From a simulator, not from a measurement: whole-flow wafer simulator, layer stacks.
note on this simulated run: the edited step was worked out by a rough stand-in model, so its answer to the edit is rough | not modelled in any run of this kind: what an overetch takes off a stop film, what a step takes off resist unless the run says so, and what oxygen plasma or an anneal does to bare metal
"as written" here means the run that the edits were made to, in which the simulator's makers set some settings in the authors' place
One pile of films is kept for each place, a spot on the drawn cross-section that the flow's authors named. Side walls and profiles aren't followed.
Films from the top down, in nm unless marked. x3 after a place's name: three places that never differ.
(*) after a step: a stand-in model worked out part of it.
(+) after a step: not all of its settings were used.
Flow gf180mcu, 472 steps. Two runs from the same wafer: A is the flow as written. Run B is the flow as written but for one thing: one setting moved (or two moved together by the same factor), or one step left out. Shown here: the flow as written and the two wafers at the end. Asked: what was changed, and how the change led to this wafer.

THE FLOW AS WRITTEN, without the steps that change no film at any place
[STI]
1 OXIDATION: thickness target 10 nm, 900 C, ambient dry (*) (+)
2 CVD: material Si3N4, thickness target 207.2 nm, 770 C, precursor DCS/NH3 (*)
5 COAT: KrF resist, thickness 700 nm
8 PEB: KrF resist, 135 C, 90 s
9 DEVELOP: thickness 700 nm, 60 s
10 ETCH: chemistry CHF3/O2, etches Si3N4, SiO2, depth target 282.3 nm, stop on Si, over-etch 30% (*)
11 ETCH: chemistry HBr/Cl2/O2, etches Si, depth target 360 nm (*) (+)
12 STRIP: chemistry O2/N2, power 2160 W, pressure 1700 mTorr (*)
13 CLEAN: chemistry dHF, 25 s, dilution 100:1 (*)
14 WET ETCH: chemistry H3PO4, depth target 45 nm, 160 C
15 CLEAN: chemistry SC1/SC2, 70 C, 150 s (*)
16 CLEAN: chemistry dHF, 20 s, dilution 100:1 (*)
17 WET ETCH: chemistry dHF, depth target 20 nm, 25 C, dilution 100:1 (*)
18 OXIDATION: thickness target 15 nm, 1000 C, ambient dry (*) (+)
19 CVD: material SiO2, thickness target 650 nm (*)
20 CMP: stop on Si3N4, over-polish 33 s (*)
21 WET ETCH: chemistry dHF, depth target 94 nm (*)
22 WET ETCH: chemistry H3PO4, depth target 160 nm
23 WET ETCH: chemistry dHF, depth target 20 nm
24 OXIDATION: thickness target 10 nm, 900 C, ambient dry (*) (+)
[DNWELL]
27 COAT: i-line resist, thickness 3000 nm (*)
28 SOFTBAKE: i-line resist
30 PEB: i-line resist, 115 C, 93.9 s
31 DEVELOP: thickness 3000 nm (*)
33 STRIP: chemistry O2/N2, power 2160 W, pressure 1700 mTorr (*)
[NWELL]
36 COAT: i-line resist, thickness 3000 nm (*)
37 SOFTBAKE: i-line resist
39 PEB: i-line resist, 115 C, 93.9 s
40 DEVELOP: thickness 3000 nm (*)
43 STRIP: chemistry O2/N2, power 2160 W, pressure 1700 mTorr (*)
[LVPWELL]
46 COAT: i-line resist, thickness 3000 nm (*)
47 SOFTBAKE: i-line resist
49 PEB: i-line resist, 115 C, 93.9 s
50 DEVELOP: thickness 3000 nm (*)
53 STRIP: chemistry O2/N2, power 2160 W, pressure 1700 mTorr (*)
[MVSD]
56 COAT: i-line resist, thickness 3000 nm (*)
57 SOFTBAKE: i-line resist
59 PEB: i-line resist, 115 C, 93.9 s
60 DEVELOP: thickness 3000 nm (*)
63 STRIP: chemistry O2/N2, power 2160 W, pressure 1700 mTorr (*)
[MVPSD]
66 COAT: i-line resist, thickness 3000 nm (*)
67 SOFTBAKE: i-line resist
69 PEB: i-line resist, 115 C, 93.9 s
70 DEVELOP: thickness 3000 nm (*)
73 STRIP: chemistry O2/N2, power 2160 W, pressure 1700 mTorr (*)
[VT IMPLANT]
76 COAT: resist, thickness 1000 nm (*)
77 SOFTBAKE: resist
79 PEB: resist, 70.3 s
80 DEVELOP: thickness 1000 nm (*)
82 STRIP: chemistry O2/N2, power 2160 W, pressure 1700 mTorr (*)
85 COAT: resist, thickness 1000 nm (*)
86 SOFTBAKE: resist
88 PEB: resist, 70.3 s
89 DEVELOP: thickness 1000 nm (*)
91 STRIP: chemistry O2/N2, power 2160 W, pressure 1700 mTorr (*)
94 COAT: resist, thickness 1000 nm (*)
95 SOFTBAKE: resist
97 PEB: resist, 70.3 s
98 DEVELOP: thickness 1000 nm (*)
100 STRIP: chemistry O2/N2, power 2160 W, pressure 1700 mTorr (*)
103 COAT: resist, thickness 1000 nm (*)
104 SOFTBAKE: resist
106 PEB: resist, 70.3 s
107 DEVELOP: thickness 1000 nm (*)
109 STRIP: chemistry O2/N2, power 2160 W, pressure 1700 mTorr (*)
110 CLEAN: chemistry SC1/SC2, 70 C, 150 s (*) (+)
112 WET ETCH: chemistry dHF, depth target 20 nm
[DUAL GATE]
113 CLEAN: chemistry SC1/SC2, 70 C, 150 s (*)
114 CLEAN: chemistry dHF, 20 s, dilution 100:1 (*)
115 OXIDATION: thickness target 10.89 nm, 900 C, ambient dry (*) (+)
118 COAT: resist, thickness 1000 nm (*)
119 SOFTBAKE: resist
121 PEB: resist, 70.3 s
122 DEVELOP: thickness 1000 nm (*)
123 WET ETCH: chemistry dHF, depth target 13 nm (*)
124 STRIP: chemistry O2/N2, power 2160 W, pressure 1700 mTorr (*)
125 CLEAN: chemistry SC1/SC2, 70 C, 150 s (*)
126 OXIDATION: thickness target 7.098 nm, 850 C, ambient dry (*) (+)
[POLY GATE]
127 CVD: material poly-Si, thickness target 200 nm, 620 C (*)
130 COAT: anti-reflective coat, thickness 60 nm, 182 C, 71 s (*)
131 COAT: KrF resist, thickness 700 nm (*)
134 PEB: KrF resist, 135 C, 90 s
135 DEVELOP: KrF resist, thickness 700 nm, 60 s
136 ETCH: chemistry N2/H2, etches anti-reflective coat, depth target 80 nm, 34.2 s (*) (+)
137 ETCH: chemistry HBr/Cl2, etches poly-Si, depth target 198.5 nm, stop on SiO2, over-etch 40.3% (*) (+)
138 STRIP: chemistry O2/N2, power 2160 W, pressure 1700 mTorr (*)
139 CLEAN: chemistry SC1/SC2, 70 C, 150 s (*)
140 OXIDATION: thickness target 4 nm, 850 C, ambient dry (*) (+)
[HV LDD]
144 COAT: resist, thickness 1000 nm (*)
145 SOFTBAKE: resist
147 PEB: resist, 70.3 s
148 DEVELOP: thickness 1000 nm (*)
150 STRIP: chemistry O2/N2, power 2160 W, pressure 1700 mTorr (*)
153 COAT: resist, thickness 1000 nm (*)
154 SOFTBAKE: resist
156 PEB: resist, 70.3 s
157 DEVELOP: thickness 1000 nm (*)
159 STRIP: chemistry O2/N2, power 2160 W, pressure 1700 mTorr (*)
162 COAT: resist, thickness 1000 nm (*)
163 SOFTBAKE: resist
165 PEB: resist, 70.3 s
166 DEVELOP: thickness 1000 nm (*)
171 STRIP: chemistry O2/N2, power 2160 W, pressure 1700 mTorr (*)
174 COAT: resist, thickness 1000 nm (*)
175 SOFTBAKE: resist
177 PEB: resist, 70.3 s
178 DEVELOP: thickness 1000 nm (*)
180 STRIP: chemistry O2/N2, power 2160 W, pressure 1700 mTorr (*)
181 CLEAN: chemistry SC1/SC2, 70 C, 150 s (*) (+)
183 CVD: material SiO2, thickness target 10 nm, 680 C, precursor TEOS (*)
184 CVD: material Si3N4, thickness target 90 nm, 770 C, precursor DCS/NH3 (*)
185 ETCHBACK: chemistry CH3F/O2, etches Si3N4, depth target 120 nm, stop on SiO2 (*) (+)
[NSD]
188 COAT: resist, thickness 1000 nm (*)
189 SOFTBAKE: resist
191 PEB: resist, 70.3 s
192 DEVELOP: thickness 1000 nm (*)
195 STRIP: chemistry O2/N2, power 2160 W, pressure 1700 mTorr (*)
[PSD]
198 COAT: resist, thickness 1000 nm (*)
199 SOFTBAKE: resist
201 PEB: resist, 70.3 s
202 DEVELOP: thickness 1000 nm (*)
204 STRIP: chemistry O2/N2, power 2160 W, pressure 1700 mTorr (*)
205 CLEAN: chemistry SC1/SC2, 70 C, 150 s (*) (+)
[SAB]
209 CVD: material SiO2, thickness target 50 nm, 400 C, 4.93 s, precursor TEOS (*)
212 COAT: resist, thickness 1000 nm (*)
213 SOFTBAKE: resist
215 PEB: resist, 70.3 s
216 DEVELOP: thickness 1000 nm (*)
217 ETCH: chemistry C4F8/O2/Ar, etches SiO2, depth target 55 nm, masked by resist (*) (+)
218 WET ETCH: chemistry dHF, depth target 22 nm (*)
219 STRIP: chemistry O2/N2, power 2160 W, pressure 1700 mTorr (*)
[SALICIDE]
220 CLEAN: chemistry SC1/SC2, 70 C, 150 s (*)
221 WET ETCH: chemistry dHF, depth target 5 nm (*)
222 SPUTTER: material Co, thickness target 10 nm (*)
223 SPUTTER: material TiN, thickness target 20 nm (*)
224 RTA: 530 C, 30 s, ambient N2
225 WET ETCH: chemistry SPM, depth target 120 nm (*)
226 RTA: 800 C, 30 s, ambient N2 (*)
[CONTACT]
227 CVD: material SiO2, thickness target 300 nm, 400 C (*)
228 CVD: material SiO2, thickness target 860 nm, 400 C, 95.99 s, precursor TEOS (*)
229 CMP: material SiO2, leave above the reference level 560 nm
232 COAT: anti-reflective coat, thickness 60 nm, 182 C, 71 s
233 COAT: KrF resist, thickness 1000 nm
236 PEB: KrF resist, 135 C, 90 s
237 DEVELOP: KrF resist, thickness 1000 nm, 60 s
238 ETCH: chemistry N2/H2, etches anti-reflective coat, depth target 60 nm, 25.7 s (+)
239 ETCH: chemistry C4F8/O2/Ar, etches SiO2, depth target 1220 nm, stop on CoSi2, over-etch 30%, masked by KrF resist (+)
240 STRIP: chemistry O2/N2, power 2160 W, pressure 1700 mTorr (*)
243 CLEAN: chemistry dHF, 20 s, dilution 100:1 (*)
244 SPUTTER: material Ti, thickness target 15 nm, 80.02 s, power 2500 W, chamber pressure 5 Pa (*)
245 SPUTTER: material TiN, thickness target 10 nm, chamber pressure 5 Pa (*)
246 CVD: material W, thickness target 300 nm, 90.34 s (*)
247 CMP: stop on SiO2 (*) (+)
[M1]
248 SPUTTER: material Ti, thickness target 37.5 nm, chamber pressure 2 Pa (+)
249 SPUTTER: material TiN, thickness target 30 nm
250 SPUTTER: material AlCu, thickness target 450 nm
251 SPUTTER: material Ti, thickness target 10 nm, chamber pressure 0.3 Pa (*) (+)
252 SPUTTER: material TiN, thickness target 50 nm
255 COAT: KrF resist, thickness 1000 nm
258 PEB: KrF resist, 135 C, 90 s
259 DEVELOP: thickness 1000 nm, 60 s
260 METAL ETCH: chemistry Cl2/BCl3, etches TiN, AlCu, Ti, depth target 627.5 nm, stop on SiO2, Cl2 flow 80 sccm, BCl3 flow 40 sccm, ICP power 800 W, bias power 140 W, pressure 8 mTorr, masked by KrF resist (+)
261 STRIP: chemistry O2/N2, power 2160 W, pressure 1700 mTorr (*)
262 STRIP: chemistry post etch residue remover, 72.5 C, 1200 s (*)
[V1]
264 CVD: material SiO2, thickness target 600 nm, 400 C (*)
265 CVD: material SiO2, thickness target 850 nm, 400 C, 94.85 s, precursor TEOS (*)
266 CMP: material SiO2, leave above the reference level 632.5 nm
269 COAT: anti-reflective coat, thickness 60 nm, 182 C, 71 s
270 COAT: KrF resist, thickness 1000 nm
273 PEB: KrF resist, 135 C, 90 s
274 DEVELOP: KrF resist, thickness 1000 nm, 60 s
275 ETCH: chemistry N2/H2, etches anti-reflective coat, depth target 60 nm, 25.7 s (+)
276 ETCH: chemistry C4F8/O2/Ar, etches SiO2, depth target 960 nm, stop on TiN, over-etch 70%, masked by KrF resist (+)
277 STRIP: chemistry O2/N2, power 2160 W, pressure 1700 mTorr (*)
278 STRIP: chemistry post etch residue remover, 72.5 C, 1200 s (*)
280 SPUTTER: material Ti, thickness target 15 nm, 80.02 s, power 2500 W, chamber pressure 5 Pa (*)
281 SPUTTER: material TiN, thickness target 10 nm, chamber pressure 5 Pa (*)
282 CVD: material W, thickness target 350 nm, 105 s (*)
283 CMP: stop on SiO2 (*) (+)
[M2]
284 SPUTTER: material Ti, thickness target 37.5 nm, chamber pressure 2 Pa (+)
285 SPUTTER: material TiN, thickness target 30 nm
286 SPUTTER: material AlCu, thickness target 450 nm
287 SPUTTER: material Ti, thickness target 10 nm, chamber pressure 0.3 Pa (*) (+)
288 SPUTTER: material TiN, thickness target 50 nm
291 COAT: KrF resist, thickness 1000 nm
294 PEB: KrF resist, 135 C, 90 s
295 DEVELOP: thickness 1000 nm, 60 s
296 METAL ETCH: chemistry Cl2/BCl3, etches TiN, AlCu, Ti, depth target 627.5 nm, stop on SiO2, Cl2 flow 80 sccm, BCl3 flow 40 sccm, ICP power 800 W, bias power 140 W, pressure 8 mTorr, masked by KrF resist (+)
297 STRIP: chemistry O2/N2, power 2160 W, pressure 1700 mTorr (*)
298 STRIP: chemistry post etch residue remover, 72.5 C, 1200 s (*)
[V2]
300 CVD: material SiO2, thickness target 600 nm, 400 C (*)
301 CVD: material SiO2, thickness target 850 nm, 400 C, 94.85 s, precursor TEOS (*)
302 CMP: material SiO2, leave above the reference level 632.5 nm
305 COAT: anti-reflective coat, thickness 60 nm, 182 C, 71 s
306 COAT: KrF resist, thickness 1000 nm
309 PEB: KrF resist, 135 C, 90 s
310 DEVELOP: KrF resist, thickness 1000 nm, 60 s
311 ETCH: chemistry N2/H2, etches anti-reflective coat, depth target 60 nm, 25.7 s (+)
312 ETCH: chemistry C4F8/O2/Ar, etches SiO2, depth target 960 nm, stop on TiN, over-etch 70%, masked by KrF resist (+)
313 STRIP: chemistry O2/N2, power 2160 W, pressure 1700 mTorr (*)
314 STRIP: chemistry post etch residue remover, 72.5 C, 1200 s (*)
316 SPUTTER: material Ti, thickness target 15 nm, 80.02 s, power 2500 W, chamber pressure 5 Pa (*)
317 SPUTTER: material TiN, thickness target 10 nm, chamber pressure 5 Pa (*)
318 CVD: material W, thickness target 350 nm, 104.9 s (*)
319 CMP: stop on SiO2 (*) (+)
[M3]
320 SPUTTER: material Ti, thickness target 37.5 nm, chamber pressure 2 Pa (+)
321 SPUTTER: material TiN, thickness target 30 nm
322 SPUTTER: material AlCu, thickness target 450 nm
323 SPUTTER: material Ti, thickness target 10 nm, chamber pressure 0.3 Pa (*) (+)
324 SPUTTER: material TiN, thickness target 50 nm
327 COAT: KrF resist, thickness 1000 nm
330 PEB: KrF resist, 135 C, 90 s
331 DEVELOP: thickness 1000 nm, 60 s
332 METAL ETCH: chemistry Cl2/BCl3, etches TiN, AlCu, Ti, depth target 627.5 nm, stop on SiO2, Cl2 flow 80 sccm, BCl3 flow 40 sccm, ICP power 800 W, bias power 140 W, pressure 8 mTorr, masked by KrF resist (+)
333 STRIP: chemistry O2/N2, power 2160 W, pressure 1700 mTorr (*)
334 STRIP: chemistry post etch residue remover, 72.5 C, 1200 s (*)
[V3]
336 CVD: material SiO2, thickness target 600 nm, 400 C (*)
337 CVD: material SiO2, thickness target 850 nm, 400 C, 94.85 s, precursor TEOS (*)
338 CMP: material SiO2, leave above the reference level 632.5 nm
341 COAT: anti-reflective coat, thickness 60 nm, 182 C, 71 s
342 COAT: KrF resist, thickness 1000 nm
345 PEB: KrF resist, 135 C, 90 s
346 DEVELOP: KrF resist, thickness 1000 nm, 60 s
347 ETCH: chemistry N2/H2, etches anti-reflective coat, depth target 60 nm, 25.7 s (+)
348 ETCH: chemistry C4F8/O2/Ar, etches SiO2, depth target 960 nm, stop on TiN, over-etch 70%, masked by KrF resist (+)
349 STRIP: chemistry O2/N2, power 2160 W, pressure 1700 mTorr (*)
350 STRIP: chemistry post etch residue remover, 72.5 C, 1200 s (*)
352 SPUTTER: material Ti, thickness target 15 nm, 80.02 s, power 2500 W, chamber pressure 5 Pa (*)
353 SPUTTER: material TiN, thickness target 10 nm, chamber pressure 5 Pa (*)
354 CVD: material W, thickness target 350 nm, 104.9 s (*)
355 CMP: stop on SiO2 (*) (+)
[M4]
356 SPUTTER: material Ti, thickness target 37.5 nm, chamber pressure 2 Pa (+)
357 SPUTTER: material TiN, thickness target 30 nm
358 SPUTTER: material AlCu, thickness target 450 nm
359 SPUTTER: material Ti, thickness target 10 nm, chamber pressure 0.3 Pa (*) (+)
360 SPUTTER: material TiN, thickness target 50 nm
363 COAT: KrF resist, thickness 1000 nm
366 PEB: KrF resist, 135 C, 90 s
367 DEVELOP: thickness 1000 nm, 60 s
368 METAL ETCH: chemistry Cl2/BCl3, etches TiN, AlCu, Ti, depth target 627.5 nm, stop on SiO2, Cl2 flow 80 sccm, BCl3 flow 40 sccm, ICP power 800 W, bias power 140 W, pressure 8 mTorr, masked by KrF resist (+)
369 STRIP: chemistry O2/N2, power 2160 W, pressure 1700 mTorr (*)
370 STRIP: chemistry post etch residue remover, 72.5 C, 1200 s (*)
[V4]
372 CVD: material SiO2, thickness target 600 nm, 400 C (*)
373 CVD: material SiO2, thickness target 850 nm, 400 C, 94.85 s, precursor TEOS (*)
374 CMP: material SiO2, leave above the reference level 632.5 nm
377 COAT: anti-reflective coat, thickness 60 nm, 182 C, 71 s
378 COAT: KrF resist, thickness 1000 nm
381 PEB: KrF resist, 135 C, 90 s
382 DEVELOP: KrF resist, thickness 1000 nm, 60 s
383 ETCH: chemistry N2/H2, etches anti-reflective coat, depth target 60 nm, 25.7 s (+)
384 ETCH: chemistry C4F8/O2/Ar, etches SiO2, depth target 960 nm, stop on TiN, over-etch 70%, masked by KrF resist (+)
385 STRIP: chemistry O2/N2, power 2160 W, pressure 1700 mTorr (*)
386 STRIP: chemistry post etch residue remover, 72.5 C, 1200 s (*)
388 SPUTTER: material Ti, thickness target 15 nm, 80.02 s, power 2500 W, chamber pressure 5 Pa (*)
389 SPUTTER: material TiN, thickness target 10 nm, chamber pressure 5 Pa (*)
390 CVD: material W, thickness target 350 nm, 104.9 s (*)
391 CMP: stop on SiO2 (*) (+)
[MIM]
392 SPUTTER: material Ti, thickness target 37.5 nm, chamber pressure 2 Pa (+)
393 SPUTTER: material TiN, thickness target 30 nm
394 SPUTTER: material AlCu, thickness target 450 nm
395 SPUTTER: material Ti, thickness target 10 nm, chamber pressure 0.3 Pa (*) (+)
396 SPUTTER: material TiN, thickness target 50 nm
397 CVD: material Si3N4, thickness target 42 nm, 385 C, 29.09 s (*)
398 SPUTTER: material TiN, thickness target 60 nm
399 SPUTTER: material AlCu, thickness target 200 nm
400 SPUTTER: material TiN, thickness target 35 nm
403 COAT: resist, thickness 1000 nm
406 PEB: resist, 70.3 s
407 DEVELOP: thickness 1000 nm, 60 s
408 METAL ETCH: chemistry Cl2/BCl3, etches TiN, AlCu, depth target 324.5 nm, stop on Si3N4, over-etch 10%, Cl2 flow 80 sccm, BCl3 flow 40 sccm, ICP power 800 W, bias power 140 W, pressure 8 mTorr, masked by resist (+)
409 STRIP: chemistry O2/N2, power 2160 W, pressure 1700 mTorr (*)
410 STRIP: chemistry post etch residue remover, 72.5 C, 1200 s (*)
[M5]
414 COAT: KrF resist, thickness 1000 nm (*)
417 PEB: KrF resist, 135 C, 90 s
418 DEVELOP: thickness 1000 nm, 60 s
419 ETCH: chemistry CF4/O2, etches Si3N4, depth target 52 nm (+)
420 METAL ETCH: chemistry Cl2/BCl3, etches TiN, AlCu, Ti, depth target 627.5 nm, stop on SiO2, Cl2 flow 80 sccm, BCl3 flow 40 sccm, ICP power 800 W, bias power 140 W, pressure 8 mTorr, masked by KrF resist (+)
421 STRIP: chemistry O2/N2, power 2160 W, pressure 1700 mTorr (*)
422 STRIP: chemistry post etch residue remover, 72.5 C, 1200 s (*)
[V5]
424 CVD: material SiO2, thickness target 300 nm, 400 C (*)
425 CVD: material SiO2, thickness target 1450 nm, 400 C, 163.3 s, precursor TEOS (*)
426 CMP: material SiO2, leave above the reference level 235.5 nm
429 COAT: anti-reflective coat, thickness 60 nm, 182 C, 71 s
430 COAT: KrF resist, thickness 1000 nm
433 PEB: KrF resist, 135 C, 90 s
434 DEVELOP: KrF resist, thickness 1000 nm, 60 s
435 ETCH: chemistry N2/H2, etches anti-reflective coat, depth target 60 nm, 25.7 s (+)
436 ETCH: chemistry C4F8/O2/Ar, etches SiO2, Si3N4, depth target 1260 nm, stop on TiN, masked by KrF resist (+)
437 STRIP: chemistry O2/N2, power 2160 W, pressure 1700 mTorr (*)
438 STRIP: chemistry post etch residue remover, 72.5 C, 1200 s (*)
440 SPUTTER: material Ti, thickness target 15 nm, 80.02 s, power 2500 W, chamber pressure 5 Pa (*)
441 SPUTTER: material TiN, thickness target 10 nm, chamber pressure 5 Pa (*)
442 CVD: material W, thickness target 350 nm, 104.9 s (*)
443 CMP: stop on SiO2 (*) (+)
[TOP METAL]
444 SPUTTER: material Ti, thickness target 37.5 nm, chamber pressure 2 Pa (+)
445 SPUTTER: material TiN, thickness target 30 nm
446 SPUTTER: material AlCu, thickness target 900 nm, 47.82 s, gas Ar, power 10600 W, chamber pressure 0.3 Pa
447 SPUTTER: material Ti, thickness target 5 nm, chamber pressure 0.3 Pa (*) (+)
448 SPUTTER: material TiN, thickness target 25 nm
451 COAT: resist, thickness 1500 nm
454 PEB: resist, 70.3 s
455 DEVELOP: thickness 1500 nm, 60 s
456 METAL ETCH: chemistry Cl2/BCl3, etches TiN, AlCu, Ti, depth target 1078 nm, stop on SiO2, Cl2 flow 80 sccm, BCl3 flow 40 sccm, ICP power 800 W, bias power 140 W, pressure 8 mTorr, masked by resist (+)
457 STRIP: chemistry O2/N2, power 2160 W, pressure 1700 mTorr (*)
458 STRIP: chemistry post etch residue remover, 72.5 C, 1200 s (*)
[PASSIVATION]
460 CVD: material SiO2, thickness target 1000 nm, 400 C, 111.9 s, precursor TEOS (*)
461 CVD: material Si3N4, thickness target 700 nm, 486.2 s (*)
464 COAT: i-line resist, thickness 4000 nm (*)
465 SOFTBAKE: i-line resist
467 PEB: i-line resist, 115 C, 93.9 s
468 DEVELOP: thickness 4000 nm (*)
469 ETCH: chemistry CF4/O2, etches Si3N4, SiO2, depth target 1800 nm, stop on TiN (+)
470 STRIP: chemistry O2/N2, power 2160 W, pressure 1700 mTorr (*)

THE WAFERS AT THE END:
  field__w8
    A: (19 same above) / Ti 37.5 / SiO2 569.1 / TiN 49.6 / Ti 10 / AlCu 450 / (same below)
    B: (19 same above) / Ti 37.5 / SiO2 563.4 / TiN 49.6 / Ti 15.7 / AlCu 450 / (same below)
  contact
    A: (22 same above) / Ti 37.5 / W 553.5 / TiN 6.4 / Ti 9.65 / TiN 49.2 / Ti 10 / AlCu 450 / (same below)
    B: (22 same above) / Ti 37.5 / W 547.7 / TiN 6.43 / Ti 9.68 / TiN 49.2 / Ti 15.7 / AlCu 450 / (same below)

The cause: step 323, SPUTTER: thickness target 15.7 nm was run, where the flow has thickness target 10 nm.
It can be read off the wafer: field__w8 has Ti 15.7, and step 323 as written asks for 10 nm.

How the change led to this, step by step:
  323 SPUTTER: material Ti, thickness target 10 nm, chamber pressure 0.3 Pa (*) (+)
      field, field__w1, field__w2 and 108 more: A Ti +10 (new film) | B Ti +15.7 (new film)
  332 METAL ETCH: chemistry Cl2/BCl3, etches TiN, AlCu, Ti, depth target 627.5 nm, stop on SiO2, Cl2 flow 80 sccm, BCl3 flow 40 sccm, ICP power 800 W, bias power 140 W, pressure 8 mTorr, masked by KrF resist (+)
      field, field__w1, field__w2 and 103 more: A TiN -50 (all of it), Ti -10 (all of it), AlCu -450 (all of it), TiN -30 (all of it), Ti -37.5 (all of it) | B TiN -50 (all of it), Ti -15.7 (all of it), AlCu -450 (all of it), TiN -30 (all of it), Ti -37.5 (all of it)
